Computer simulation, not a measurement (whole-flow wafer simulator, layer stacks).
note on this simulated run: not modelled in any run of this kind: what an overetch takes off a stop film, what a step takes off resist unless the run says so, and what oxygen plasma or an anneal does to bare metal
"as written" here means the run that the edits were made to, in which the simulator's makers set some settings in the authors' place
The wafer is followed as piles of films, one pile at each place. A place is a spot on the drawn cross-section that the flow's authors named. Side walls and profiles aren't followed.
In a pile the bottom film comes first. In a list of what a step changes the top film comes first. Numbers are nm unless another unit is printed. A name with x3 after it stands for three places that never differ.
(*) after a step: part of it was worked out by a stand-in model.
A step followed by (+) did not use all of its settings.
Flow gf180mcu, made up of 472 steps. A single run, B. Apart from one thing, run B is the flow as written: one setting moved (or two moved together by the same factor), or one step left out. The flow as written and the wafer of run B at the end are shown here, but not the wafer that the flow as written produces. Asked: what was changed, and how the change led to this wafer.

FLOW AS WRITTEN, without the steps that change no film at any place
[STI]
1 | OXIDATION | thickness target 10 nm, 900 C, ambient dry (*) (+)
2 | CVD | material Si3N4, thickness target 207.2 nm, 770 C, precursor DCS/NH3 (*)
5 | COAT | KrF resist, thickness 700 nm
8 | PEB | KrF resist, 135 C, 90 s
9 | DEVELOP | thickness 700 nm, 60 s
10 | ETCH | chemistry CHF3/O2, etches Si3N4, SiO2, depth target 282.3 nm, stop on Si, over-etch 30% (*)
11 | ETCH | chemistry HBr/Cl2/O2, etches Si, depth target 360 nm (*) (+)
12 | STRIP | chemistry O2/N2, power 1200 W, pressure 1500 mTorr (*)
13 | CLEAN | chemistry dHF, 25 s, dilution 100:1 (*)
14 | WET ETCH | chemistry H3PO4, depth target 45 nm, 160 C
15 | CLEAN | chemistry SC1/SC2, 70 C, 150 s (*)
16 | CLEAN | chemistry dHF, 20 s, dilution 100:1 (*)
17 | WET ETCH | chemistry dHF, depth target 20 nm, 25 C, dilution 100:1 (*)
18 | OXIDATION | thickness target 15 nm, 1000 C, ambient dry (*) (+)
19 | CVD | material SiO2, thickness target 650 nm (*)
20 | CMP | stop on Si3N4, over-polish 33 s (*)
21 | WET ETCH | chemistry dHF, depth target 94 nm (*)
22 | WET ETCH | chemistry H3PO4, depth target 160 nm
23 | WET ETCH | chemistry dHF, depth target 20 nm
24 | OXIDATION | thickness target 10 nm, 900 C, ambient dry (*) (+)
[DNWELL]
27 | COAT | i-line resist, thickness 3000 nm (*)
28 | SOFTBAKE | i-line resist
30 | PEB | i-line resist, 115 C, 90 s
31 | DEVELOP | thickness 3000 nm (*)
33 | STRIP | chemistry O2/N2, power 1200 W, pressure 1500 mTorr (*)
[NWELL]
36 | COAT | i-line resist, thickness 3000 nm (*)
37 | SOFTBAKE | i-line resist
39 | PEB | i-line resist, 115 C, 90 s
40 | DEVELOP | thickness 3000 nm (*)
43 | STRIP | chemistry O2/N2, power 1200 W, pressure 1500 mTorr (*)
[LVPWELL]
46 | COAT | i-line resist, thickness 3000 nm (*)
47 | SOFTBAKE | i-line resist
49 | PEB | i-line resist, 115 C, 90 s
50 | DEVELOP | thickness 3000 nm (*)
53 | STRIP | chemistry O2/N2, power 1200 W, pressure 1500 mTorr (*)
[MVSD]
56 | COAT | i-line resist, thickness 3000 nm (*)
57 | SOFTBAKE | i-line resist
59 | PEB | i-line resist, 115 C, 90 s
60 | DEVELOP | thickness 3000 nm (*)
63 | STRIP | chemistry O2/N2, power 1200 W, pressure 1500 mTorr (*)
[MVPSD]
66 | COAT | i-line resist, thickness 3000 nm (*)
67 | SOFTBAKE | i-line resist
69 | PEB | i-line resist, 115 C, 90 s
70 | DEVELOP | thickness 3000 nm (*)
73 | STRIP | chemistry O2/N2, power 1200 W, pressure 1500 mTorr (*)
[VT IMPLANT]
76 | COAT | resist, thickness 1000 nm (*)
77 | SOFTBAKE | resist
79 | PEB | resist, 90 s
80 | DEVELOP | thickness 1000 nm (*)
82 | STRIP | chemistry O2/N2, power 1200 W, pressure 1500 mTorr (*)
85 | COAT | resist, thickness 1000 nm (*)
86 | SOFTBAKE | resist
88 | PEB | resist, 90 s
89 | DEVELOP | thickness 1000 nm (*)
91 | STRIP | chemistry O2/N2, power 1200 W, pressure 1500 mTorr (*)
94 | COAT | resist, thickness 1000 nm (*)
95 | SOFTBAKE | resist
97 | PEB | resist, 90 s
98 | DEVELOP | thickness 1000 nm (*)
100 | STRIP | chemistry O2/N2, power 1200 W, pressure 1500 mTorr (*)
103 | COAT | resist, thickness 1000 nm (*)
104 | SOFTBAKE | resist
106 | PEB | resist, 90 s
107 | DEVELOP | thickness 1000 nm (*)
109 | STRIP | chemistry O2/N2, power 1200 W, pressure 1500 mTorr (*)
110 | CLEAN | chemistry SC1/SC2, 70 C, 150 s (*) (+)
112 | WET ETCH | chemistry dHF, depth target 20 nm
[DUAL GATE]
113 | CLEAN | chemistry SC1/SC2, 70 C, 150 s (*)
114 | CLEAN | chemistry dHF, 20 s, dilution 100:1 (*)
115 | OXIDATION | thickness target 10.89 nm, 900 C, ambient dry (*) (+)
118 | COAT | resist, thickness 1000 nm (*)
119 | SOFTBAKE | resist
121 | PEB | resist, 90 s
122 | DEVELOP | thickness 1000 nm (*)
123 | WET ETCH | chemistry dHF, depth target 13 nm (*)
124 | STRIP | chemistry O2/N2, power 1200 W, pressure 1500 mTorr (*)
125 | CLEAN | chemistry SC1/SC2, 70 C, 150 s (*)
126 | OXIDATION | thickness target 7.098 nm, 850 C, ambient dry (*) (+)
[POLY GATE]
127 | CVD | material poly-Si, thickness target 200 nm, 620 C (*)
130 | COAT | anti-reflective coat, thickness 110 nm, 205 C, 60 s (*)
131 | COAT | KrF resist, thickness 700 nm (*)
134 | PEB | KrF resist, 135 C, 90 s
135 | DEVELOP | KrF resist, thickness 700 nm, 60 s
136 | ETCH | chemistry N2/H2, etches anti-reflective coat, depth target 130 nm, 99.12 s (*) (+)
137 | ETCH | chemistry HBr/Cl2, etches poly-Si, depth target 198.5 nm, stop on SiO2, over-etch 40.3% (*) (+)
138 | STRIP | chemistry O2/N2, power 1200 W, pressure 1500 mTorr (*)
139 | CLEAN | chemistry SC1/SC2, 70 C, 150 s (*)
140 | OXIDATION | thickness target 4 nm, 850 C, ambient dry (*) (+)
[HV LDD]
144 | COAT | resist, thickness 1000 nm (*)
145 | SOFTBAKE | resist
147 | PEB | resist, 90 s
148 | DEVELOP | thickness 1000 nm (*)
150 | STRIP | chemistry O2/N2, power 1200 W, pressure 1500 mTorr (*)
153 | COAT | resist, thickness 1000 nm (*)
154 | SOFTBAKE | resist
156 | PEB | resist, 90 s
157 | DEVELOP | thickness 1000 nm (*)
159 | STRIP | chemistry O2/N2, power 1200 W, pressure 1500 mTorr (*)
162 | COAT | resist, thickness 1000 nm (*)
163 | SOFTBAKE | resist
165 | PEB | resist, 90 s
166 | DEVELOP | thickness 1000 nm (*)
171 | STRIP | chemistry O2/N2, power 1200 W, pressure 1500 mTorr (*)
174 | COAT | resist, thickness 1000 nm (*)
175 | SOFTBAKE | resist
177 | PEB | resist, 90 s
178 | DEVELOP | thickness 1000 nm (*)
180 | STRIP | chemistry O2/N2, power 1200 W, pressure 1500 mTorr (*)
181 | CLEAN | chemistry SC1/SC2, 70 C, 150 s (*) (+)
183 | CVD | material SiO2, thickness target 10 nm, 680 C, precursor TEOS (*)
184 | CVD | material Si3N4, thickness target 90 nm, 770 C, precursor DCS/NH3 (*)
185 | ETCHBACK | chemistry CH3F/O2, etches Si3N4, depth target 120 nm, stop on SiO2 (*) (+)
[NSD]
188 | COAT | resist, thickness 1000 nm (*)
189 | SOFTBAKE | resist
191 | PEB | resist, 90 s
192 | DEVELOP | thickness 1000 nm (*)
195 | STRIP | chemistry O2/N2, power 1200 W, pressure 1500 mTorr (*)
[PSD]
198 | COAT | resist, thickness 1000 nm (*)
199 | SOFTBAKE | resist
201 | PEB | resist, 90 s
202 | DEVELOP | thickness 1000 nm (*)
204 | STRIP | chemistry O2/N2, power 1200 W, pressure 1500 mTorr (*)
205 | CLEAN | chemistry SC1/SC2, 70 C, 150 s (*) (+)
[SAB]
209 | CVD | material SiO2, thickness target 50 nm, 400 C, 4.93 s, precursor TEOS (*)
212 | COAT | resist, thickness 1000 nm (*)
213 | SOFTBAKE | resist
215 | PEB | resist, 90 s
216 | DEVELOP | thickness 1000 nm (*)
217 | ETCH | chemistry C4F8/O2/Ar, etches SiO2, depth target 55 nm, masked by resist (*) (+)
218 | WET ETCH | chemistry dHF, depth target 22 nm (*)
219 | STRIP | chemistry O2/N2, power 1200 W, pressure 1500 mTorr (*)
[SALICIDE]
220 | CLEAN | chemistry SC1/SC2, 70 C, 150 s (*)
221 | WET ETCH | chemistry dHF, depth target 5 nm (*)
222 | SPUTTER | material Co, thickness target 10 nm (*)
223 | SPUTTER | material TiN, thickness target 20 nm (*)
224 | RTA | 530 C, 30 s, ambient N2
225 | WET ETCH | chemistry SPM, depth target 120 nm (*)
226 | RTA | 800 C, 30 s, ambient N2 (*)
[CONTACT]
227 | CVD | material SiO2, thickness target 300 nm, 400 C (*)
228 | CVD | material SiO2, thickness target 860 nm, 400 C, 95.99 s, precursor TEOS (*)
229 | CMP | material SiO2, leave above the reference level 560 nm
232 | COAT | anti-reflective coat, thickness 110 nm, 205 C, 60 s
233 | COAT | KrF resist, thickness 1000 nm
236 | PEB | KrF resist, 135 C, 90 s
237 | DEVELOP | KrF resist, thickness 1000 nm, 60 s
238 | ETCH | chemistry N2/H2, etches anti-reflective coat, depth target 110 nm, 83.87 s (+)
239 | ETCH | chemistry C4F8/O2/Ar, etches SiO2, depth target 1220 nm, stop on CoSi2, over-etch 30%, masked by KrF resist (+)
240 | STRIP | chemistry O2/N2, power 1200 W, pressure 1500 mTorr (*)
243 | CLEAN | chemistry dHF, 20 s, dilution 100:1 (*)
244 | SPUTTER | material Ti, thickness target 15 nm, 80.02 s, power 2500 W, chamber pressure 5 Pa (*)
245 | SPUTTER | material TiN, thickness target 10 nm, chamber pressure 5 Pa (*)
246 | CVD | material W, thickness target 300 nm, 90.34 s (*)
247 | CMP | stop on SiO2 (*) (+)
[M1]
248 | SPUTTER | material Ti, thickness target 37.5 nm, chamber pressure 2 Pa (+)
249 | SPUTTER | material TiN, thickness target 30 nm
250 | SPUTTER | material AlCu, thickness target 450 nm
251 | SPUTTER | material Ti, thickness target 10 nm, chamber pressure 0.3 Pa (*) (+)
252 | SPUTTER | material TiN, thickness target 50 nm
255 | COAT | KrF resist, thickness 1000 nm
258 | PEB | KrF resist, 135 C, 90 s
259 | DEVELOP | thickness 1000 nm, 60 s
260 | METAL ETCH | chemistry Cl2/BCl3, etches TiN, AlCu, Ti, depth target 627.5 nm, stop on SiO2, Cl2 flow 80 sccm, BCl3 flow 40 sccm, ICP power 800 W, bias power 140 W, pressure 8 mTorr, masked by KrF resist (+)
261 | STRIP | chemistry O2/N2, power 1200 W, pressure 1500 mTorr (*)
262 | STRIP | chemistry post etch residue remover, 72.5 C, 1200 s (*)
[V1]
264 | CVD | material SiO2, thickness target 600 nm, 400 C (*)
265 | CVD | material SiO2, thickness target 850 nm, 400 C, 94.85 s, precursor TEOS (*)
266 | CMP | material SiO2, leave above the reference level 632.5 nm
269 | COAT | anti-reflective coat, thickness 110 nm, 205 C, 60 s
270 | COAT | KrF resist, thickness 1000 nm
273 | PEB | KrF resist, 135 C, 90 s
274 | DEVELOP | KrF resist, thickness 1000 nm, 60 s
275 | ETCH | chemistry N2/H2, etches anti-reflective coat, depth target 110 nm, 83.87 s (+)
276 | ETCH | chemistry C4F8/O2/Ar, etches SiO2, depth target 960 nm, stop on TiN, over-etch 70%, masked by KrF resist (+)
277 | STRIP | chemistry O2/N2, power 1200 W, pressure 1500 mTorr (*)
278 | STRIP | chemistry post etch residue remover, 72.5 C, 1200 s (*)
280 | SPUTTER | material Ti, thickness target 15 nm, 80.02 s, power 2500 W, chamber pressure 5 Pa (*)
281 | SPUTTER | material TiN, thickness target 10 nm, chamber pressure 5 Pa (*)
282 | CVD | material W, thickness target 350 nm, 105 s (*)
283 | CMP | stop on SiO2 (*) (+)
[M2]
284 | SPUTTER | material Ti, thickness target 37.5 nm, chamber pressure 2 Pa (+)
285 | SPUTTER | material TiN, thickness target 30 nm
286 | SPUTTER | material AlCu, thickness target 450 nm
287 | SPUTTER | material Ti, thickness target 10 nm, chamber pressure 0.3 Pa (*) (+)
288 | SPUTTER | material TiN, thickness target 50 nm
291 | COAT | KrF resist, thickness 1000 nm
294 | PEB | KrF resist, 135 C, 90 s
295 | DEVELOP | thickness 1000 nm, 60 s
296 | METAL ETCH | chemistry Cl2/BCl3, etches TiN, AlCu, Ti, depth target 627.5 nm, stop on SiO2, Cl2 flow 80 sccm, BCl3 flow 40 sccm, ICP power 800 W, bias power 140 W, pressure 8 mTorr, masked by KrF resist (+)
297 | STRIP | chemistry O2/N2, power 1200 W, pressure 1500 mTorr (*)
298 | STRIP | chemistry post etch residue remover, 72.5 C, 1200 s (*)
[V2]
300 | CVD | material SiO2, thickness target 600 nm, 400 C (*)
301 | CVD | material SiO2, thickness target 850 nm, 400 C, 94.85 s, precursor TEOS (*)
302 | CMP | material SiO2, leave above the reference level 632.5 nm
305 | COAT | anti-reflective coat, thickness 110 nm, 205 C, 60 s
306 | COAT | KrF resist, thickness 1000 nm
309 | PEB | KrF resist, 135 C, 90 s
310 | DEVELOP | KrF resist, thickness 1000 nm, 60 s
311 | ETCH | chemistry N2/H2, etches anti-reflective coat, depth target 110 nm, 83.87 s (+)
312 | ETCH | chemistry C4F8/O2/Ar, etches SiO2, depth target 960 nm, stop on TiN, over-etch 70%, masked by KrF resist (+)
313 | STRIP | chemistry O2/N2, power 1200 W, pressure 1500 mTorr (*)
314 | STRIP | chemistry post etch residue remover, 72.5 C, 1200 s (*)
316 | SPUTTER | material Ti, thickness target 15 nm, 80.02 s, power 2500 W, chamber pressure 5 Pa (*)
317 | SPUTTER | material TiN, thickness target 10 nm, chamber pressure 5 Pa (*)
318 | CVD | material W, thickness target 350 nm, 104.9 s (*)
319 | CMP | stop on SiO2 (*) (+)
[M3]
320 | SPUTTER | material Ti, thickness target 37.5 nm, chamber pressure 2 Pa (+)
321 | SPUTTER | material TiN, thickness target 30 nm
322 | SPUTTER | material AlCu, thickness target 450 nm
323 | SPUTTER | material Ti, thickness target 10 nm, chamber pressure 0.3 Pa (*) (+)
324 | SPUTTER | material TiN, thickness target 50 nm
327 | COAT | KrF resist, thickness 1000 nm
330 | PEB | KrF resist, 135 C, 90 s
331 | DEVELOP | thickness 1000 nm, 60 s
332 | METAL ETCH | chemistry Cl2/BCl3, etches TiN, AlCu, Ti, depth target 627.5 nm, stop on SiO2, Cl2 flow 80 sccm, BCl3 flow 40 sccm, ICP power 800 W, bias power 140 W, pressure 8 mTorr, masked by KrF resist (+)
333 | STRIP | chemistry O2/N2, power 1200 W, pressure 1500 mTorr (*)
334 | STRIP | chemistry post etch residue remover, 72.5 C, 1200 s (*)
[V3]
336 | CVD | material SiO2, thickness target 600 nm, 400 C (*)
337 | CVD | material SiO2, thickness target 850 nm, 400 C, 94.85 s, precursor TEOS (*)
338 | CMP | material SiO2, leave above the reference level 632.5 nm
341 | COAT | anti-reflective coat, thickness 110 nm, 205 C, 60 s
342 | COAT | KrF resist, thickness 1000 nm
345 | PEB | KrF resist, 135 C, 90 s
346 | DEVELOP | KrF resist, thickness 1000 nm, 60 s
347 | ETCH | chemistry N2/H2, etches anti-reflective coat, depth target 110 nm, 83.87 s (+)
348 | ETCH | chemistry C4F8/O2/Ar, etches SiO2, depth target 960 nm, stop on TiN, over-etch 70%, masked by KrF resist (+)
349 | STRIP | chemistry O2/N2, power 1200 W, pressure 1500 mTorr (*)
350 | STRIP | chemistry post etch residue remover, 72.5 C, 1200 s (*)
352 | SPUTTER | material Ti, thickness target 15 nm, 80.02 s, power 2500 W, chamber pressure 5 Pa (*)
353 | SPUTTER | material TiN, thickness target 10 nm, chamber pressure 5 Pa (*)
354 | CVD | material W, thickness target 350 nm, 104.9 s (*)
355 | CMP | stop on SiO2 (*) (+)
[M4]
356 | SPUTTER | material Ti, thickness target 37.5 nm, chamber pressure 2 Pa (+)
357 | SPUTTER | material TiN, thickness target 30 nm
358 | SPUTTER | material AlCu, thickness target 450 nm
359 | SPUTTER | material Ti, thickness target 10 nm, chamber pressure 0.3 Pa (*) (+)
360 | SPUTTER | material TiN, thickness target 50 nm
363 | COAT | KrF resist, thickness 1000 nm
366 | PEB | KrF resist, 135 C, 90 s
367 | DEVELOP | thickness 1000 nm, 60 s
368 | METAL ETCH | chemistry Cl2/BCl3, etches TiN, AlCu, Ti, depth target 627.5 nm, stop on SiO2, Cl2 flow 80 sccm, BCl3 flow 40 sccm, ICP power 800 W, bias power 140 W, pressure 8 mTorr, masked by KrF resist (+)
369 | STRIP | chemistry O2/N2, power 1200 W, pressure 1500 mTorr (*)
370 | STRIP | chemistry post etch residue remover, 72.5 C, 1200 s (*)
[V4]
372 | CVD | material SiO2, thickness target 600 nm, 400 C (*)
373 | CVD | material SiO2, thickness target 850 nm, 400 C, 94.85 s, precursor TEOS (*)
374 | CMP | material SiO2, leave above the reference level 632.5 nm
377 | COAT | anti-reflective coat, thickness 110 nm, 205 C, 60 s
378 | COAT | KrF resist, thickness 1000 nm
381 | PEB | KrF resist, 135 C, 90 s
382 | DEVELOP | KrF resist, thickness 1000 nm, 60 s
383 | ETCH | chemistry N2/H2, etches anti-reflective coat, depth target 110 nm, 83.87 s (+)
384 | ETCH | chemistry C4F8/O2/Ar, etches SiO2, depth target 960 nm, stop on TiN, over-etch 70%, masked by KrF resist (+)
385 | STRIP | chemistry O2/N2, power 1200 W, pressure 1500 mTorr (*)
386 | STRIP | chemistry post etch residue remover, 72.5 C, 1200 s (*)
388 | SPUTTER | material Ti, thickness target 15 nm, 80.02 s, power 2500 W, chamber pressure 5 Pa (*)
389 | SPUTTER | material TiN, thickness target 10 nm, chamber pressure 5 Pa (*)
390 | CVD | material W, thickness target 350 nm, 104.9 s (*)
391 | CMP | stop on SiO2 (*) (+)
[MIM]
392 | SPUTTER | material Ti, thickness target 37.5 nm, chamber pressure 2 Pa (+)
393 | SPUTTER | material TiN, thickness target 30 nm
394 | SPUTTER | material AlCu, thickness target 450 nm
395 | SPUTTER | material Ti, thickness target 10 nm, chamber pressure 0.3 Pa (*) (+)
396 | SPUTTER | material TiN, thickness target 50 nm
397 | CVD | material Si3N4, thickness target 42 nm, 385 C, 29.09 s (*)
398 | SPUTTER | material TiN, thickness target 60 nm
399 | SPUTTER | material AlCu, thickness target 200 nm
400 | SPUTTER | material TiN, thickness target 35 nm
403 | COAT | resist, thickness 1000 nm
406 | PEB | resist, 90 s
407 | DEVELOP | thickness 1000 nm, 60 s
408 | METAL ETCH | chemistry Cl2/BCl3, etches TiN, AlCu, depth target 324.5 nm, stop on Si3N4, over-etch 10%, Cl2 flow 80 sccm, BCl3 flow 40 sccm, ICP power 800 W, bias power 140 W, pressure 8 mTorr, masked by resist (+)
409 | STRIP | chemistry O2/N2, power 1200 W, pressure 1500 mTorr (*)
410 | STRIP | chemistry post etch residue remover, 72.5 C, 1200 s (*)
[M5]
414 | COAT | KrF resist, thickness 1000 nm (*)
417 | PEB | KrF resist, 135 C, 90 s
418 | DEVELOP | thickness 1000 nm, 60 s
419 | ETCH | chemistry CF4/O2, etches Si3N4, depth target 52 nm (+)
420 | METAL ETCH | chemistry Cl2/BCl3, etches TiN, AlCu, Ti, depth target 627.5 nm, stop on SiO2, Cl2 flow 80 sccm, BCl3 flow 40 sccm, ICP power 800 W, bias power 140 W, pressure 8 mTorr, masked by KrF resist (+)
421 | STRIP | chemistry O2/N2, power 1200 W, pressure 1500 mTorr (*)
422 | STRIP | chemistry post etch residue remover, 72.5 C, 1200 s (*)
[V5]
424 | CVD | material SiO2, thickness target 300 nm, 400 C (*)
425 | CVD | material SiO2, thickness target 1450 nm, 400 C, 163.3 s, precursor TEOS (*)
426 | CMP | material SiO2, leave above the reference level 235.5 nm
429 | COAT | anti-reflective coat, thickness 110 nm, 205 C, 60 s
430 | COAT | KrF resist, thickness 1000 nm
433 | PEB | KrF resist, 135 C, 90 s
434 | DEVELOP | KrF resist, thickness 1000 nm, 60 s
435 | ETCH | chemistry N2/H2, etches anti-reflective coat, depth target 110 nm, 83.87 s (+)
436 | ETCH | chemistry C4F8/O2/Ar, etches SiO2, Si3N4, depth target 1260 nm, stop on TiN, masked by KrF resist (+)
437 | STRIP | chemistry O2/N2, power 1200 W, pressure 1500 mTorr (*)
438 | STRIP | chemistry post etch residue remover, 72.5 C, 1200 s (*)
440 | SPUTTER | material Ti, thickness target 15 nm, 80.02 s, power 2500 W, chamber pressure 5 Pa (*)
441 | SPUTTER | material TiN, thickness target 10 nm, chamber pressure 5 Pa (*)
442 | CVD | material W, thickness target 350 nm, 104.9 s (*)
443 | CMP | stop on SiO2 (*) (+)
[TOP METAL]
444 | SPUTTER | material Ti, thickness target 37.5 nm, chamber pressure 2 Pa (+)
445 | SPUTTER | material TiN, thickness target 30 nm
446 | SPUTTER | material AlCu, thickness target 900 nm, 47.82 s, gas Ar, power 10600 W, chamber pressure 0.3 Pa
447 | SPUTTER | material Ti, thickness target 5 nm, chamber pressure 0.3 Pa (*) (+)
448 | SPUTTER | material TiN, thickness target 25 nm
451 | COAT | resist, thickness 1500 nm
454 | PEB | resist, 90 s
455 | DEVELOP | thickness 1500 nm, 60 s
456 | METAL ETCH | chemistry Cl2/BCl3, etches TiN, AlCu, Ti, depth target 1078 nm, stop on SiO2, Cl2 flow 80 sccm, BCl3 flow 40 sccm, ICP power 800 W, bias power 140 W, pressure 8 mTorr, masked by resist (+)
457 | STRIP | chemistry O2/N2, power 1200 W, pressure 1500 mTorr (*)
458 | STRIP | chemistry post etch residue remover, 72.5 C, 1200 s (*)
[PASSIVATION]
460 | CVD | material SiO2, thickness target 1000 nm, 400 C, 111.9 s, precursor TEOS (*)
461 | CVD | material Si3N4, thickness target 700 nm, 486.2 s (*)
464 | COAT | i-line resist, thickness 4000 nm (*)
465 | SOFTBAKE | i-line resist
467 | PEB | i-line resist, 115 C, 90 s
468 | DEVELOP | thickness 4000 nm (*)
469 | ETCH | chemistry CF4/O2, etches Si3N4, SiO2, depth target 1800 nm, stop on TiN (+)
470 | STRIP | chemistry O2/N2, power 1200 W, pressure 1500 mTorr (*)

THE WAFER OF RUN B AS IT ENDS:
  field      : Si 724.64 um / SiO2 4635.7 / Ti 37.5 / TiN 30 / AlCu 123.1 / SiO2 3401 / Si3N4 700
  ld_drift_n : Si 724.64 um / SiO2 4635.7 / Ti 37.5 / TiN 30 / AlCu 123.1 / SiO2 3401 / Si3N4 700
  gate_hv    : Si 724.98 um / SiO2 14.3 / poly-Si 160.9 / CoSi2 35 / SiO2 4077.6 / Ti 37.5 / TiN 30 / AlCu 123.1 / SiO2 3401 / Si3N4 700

The reason: step 368, METAL ETCH: depth target 381.2 nm was run, whereas the flow has depth target 627.5 nm.

The path from the change to this, step by step:
  368 | METAL ETCH | chemistry Cl2/BCl3, etches TiN, AlCu, Ti, depth target 627.5 nm, stop on SiO2, Cl2 flow 80 sccm, BCl3 flow 40 sccm, ICP power 800 W, bias power 140 W, pressure 8 mTorr, masked by KrF resist (+)
      field, field__w1, field__w2 and 103 more: -50 TiN (all of it), -10 Ti (all of it), -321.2 AlCu (in the flow as written it would be: -50 TiN (all of it), -10 Ti (all of it), -450 AlCu (all of it), -30 TiN (all of it), -37.5 Ti (all of it))
      field__w8, contact, m1, m1__w1, m1_nw: -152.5 KrF resist (in the flow as written it would be: -251 KrF resist)
  369 | STRIP | chemistry O2/N2, power 1200 W, pressure 1500 mTorr (*)
      field__w8, contact, m1, m1__w1, m1_nw: -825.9 KrF resist (all of it) (in the flow as written it would be: -727.4 KrF resist (all of it))
  370 | STRIP | chemistry post etch residue remover, 72.5 C, 1200 s (*)
      field, field__w1, field__w2 and 103 more: -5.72 AlCu (in the flow as written it would be: nothing)
  372 | CVD | material SiO2, thickness target 600 nm, 400 C (*)
      field, field__w1, field__w2 and 103 more: +600 SiO2 (new film) (in the flow as written it would be: +600 SiO2)
  374 | CMP | material SiO2, leave above the reference level 632.5 nm
      field, field__w1, field__w2 and 103 more: -490.6 SiO2 (in the flow as written it would be: -300 SiO2)
With metal films that touch counted as one body, field has 1 body; the flow as written gives 0 bodies.
With metal films that touch counted as one body, ld_drift_n has 1 body; the flow as written gives 0 bodies.
With metal films that touch counted as one body, gate_hv has 2 bodies (between them, from the top down: SiO2 4077.6); the flow as written gives 1 body.
